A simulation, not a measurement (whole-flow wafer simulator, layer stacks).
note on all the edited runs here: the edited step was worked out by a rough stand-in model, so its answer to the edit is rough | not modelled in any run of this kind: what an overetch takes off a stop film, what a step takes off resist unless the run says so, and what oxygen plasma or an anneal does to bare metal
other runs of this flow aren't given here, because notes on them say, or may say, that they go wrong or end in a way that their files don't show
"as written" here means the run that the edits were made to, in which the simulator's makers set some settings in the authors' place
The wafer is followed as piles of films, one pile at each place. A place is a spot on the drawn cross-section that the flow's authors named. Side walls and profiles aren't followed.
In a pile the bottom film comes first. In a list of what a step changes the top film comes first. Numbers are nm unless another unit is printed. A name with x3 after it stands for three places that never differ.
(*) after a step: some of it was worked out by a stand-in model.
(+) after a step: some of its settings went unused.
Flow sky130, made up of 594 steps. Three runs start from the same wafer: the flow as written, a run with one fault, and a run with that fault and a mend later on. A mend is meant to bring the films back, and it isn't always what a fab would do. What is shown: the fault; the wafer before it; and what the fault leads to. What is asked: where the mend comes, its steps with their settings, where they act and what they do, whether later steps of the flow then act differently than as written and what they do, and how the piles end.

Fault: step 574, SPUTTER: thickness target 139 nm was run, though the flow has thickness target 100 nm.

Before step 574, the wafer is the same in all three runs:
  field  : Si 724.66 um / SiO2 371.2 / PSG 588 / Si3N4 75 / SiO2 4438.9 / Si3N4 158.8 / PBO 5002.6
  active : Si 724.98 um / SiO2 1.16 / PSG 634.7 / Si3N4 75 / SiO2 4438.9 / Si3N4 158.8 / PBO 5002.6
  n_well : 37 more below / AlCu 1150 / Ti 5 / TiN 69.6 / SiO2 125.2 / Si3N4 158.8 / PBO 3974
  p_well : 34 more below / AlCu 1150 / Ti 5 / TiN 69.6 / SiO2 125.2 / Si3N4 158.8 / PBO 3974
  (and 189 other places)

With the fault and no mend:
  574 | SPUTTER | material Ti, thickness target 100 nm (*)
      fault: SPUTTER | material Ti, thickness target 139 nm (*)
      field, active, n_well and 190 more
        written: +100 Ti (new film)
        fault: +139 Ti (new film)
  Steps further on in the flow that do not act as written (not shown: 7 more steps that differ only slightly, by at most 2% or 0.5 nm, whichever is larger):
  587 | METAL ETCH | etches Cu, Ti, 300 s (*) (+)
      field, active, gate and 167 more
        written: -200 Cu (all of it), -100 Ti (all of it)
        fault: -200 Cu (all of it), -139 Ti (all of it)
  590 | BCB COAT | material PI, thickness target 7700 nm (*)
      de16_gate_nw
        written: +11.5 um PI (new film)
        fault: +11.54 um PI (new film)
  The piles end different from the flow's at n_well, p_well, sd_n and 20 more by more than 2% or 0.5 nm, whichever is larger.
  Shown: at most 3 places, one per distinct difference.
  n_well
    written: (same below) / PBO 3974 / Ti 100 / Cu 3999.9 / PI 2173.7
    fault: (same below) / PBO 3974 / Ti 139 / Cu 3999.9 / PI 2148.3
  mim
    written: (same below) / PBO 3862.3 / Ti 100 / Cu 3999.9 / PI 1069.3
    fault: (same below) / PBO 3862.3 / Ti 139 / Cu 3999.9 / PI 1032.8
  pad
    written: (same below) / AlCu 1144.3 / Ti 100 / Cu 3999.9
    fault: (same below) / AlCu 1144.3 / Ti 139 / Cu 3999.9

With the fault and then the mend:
  After step 574 comes the mend.
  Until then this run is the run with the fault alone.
  574a | ETCH | chemistry CF4/O2, etches Si3N4, SiO2, TiN, Ti, depth target 39 nm (the flow's step 554, run once more with other settings)
      field, active, n_well and 190 more
        -39 Ti
  Later steps of the flow that are run all act as written at every place that is followed, up to a difference of at most 2% or 0.5 nm, whichever is larger.
  At every place that both follow, the piles at the end match the flow's.
